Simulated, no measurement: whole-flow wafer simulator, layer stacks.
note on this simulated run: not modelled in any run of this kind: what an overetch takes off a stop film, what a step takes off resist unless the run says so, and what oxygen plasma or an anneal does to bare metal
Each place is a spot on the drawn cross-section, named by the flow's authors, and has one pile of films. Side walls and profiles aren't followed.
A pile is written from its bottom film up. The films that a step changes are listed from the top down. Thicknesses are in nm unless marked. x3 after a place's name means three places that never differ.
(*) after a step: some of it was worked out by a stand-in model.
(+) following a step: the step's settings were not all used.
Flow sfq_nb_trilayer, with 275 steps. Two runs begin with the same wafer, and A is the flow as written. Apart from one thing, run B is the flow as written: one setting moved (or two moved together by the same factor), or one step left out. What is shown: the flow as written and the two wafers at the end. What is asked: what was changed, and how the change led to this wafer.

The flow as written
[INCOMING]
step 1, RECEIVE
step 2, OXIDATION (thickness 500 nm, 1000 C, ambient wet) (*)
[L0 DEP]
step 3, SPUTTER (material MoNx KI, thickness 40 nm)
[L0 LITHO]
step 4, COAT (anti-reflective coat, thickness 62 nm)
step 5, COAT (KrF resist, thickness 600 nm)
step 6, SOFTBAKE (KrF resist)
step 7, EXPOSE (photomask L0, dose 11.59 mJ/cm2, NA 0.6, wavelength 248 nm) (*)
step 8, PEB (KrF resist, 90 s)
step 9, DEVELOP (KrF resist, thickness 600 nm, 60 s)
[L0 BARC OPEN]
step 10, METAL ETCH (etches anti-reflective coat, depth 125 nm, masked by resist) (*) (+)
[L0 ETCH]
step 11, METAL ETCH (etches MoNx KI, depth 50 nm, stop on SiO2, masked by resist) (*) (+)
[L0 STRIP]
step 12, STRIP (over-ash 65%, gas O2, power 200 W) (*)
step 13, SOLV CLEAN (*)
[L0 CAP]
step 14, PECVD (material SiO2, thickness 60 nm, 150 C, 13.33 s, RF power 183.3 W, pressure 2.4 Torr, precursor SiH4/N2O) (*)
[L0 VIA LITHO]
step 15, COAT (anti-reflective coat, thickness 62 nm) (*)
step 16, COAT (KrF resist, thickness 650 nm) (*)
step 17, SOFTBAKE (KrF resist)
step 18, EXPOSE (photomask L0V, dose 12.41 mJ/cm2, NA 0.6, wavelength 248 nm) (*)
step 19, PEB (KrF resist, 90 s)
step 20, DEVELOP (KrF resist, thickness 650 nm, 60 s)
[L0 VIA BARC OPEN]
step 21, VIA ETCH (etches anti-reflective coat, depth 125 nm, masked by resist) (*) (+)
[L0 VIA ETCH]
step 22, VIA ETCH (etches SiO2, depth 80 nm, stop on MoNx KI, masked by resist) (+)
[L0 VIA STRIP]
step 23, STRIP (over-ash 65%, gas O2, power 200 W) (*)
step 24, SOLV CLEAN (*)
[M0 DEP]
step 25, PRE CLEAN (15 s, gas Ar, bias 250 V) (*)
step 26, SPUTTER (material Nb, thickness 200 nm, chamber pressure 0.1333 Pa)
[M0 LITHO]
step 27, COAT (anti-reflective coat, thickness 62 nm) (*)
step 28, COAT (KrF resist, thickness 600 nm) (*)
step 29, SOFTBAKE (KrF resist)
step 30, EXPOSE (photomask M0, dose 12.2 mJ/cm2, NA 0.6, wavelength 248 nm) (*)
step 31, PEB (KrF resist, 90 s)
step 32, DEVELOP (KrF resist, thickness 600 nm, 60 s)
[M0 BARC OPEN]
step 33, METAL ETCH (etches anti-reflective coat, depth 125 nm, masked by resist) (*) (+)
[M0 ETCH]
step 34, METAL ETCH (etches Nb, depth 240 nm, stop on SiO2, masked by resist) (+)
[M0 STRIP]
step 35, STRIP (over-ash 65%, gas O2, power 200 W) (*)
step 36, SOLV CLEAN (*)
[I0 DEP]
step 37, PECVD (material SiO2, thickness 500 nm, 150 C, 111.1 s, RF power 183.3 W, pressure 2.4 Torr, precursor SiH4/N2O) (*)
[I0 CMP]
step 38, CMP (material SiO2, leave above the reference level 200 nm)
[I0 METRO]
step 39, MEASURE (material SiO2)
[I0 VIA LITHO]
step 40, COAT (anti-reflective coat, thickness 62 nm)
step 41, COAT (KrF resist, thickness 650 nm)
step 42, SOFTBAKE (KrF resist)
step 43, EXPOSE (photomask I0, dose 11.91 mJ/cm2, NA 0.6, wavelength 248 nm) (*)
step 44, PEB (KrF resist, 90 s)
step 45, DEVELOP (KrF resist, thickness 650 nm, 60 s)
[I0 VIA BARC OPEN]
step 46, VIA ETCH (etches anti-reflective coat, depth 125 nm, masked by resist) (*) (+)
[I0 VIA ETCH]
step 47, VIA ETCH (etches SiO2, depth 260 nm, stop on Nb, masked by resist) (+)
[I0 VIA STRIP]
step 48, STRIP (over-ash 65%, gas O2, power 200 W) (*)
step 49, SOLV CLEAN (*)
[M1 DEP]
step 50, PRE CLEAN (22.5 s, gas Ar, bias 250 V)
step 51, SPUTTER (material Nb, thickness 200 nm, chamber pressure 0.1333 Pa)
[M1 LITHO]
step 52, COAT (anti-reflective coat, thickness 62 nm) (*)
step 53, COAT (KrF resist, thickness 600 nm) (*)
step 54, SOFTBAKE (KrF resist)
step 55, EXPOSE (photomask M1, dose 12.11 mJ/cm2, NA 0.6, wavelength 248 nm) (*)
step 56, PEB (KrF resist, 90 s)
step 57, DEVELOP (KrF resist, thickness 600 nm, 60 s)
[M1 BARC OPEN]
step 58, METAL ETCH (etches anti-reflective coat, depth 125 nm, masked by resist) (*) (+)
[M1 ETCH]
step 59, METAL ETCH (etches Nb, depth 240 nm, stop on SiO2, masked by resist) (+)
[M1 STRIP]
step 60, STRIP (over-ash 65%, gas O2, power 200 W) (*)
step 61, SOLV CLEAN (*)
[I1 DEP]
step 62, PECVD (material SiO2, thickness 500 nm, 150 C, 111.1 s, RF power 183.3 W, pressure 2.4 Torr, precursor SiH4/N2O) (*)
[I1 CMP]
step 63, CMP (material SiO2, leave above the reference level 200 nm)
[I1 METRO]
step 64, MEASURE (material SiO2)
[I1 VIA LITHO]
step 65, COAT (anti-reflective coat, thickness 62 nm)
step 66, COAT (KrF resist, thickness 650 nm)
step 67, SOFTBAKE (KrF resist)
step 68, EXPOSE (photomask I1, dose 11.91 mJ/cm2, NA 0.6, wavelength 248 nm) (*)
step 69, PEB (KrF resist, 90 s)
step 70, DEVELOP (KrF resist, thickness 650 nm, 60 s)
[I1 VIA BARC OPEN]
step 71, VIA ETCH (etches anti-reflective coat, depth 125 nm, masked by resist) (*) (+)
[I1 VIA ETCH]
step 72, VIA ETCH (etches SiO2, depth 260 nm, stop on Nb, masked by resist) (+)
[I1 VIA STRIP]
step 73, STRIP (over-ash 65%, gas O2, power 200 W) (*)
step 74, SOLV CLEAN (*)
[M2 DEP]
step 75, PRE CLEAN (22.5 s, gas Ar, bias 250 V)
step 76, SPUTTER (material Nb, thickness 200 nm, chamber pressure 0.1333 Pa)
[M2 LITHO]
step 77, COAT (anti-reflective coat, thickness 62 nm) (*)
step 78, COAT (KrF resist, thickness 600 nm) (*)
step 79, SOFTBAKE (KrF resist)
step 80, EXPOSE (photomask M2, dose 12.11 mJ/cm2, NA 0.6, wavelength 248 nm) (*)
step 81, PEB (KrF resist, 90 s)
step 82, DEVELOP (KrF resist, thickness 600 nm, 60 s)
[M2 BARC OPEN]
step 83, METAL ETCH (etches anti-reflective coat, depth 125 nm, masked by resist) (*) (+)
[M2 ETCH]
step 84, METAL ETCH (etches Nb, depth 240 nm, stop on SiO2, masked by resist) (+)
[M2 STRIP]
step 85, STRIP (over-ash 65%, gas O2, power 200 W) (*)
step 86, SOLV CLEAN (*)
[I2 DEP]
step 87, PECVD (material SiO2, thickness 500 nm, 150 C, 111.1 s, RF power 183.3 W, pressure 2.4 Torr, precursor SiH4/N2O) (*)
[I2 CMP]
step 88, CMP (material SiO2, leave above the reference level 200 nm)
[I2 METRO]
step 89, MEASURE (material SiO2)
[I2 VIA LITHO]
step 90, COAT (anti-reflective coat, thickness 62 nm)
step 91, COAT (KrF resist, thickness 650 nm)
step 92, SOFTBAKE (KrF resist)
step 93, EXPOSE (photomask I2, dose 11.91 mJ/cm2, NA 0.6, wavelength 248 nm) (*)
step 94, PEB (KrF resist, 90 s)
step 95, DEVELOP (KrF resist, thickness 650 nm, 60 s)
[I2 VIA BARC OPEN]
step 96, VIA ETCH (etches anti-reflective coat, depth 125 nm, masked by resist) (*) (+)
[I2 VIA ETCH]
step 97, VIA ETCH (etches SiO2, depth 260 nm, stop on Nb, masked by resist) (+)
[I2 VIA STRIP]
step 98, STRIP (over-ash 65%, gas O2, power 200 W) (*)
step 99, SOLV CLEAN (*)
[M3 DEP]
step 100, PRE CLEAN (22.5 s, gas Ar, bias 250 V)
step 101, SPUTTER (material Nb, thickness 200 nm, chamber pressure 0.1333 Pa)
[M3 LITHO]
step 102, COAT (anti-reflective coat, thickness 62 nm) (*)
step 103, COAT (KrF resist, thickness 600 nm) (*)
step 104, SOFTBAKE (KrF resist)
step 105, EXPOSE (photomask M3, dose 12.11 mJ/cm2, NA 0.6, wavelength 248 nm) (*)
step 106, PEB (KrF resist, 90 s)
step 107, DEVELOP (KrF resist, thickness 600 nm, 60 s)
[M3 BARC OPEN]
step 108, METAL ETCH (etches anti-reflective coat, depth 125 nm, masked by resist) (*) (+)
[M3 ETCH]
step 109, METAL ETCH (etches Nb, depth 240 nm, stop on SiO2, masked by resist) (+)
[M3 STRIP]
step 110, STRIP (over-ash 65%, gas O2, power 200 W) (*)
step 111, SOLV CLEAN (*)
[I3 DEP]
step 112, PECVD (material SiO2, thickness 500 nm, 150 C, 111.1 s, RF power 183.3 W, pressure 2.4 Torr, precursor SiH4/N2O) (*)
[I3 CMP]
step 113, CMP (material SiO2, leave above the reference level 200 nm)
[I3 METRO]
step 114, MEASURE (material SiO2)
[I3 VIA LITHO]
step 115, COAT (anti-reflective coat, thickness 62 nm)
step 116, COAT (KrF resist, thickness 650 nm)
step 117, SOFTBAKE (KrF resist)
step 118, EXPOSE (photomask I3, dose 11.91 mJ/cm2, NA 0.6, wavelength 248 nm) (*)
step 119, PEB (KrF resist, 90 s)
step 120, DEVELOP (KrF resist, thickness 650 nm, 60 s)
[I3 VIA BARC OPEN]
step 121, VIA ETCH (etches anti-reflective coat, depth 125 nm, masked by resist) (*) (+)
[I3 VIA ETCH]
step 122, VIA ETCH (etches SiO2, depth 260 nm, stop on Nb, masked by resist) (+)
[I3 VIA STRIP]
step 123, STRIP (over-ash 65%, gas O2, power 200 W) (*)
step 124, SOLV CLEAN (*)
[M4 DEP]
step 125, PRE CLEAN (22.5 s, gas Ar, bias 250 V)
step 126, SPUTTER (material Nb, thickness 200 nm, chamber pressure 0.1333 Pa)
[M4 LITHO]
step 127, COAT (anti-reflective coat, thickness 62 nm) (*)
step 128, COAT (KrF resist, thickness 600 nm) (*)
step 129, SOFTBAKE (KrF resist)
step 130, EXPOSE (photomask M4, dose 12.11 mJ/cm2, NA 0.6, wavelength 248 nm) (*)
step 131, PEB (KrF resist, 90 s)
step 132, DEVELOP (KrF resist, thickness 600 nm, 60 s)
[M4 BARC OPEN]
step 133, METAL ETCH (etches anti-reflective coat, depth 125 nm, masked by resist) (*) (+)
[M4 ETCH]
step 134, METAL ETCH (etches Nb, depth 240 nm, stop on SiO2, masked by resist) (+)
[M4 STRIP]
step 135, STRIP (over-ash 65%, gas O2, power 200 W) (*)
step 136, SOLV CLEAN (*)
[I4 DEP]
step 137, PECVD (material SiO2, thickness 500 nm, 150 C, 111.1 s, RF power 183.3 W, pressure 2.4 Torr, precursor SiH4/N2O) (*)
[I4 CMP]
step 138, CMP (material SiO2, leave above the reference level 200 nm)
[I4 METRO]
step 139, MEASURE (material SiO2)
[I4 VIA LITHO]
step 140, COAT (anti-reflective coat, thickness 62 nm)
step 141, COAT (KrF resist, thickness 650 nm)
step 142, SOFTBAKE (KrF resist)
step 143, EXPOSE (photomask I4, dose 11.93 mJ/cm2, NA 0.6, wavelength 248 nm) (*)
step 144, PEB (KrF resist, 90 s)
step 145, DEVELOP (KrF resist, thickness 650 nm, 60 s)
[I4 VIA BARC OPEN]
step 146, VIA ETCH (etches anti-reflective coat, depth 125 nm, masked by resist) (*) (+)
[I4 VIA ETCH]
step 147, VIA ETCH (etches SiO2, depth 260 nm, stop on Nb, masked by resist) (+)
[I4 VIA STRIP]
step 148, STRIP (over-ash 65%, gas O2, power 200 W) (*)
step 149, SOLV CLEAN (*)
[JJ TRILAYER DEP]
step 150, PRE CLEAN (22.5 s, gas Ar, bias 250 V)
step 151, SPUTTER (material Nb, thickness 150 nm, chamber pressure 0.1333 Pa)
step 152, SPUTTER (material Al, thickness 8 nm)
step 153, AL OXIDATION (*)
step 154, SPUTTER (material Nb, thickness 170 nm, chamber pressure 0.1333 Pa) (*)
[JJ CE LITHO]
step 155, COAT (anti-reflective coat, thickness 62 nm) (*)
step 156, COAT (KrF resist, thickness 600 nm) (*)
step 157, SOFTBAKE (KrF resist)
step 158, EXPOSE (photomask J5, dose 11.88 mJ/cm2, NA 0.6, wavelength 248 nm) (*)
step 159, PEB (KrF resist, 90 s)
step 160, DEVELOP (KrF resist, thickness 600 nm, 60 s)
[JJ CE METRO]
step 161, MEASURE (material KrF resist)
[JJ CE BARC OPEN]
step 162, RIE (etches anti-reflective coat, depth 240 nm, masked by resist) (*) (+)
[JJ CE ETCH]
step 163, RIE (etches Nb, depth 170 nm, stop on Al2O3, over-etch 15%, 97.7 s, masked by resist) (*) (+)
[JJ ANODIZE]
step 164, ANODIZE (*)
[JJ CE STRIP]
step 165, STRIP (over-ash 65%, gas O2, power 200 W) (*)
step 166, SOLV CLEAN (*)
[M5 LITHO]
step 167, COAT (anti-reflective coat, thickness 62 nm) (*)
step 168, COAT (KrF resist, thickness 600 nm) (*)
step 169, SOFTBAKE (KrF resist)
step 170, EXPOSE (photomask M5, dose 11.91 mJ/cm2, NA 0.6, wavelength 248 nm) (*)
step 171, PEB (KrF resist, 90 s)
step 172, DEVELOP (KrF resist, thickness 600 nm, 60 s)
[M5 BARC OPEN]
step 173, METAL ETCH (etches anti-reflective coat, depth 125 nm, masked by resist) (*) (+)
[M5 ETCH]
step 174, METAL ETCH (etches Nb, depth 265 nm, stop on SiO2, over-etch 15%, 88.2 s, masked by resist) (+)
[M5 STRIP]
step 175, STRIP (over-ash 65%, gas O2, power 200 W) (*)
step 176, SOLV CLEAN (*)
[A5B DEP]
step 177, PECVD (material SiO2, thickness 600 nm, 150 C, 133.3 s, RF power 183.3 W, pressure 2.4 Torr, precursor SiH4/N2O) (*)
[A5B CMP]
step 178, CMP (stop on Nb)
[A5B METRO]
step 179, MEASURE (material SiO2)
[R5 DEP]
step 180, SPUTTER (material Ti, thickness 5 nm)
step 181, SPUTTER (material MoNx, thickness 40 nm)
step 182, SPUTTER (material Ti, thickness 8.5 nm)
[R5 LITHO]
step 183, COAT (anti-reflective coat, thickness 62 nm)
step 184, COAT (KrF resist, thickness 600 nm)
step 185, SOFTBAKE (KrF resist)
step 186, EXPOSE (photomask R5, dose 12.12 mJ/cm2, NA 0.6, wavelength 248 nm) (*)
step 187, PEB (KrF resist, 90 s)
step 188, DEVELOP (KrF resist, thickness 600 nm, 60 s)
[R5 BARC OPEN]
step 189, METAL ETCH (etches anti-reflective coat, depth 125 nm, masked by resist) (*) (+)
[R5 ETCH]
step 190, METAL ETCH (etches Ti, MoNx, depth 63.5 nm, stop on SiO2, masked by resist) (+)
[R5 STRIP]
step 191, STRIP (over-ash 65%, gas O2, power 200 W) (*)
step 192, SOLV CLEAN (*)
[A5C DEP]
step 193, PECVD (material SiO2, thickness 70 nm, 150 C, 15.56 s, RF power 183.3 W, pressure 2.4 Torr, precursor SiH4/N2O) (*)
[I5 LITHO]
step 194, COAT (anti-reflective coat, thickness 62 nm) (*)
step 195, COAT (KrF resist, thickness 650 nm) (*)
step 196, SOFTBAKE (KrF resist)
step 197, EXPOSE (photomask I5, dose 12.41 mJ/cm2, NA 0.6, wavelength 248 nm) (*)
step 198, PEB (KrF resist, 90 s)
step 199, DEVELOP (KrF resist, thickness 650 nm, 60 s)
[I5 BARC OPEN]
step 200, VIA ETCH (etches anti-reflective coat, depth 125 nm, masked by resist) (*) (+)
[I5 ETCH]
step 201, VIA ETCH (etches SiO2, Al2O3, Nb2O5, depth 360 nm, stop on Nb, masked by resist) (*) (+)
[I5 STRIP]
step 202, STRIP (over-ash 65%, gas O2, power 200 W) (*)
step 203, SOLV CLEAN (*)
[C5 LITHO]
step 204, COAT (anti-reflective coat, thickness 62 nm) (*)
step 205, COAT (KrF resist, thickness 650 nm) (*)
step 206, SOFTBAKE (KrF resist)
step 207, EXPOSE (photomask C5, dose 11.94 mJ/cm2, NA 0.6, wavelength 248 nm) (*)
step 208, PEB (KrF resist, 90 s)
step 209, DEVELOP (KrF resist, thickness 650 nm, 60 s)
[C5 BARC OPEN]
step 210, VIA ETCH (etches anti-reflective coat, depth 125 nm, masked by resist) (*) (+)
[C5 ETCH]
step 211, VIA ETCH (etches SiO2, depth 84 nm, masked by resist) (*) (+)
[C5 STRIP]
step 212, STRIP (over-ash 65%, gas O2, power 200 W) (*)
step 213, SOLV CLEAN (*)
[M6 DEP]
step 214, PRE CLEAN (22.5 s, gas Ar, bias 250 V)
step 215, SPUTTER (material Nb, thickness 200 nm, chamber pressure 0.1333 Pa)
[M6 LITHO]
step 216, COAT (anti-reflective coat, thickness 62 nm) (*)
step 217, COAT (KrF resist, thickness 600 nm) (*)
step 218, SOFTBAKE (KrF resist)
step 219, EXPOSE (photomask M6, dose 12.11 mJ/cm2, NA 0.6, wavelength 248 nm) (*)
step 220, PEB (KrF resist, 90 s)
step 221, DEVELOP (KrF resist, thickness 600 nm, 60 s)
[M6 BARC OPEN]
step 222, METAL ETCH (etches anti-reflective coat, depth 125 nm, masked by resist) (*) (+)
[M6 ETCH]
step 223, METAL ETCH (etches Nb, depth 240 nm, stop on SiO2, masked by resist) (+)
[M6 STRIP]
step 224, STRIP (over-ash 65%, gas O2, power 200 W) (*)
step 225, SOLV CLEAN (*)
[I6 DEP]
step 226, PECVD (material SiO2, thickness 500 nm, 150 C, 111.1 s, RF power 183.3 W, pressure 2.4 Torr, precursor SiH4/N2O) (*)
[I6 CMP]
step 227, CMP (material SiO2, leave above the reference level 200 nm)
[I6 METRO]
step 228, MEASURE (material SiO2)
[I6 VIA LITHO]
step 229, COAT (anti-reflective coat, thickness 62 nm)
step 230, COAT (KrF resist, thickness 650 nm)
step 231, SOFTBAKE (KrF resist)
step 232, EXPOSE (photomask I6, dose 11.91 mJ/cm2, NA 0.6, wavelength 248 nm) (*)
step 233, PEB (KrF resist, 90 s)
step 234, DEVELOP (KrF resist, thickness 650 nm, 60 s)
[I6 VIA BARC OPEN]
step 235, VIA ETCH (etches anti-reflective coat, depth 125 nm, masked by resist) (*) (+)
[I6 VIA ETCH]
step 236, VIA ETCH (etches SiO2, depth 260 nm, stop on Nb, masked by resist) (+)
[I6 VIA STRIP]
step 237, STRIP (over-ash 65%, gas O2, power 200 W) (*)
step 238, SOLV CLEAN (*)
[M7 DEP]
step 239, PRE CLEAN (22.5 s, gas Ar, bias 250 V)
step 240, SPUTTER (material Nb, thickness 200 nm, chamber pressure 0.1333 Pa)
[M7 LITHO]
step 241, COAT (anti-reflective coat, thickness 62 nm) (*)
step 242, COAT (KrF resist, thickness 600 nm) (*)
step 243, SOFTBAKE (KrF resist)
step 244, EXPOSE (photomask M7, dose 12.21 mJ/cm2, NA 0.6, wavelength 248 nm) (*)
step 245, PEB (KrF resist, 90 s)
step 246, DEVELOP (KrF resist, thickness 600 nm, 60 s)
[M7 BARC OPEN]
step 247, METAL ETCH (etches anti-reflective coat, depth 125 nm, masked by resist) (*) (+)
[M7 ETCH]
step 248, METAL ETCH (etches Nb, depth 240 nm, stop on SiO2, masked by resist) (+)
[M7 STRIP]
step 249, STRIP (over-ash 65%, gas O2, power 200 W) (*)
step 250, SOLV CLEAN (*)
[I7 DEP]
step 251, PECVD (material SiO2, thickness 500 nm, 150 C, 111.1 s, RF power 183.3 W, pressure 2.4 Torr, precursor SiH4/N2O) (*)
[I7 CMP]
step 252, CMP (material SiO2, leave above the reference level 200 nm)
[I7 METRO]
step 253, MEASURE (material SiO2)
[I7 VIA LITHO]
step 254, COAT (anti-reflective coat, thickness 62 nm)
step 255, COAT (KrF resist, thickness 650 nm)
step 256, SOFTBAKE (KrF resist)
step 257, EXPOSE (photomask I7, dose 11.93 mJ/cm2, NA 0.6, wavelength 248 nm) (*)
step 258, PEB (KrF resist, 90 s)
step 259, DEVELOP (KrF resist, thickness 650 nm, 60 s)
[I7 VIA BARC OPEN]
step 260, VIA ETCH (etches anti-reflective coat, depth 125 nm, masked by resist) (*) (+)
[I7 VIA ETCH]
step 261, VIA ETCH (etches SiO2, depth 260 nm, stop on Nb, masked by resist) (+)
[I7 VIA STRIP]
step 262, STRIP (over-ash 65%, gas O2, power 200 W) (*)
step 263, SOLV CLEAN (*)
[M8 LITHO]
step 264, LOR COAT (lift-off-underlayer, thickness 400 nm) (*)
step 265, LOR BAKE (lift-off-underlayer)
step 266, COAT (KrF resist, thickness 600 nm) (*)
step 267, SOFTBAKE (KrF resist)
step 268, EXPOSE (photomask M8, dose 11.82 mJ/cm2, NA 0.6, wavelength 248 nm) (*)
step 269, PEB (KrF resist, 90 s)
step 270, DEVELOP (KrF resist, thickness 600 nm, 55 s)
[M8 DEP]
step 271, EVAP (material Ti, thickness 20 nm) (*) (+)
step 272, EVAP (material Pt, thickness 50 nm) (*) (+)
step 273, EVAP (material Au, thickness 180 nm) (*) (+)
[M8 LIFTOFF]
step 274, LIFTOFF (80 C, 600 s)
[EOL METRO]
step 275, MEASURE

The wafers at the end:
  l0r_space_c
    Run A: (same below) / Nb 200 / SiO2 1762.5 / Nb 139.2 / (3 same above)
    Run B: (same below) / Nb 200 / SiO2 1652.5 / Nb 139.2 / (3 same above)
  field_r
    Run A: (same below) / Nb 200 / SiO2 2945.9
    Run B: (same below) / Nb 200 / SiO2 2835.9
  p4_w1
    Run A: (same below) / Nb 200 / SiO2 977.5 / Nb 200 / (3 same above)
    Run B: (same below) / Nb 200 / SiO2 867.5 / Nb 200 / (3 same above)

What caused this: step 38, CMP: leave above the reference level 90 nm was run, whereas the flow has leave above the reference level 200 nm.

Step by step, how the change led to this:
  step 38, CMP (material SiO2, leave above the reference level 200 nm)
      v_sur, via_wl, via_w and 94 more: A -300 SiO2 | B -410 SiO2
      field_l, l0_sur, l0r_line_l, l0r_line_c, l0r_line_r: A -340 SiO2 | B -450 SiO2
      (as well as at 4 more places)
  step 47, VIA ETCH (etches SiO2, depth 260 nm, stop on Nb, masked by resist) (+)
      field_l, v_sur, via_wl and 102 more: A -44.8 KrF resist | B -23.2 KrF resist
      via_w: A -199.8 SiO2 (all of it) | B -89.8 SiO2 (all of it)
  step 48, STRIP (over-ash 65%, gas O2, power 200 W) (*)
      field_l, v_sur, via_wl and 102 more: A -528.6 KrF resist (all of it), -62 anti-reflective coat (all of it) | B -550.2 KrF resist (all of it), -62 anti-reflective coat (all of it)
  step 51, SPUTTER (material Nb, thickness 200 nm, chamber pressure 0.1333 Pa)
      via_w: A +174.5 Nb | B +195.8 Nb
  step 52, COAT (anti-reflective coat, thickness 62 nm) (*)
      v_sur: A +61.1 anti-reflective coat (new film) | B +58 anti-reflective coat (new film)
      via_wl: A +33.8 anti-reflective coat (new film) | B +38.9 anti-reflective coat (new film)
      (as well as at 3 more places)
  step 53, COAT (KrF resist, thickness 600 nm) (*)
      v_sur: A +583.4 KrF resist (new film) | B +595.6 KrF resist (new film)
      via_w: A +731.8 KrF resist (new film) | B +643 KrF resist (new film)
  step 60, STRIP (over-ash 65%, gas O2, power 200 W) (*)
      v_sur: A -365.9 KrF resist (all of it), -61.1 anti-reflective coat (all of it) | B -378 KrF resist (all of it), -58 anti-reflective coat (all of it)
      via_wl: A -385.5 KrF resist (all of it), -33.8 anti-reflective coat (all of it) | B -393.8 KrF resist (all of it), -38.9 anti-reflective coat (all of it)
      (as well as at 3 more places)
  step 62, PECVD (material SiO2, thickness 500 nm, 150 C, 111.1 s, RF power 183.3 W, pressure 2.4 Torr, precursor SiH4/N2O) (*)
      via_w: A +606 SiO2 (new film) | B +500 SiO2 (new film)
  step 63, CMP (material SiO2, leave above the reference level 200 nm)
      via_w: A -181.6 SiO2 | B -206.8 SiO2
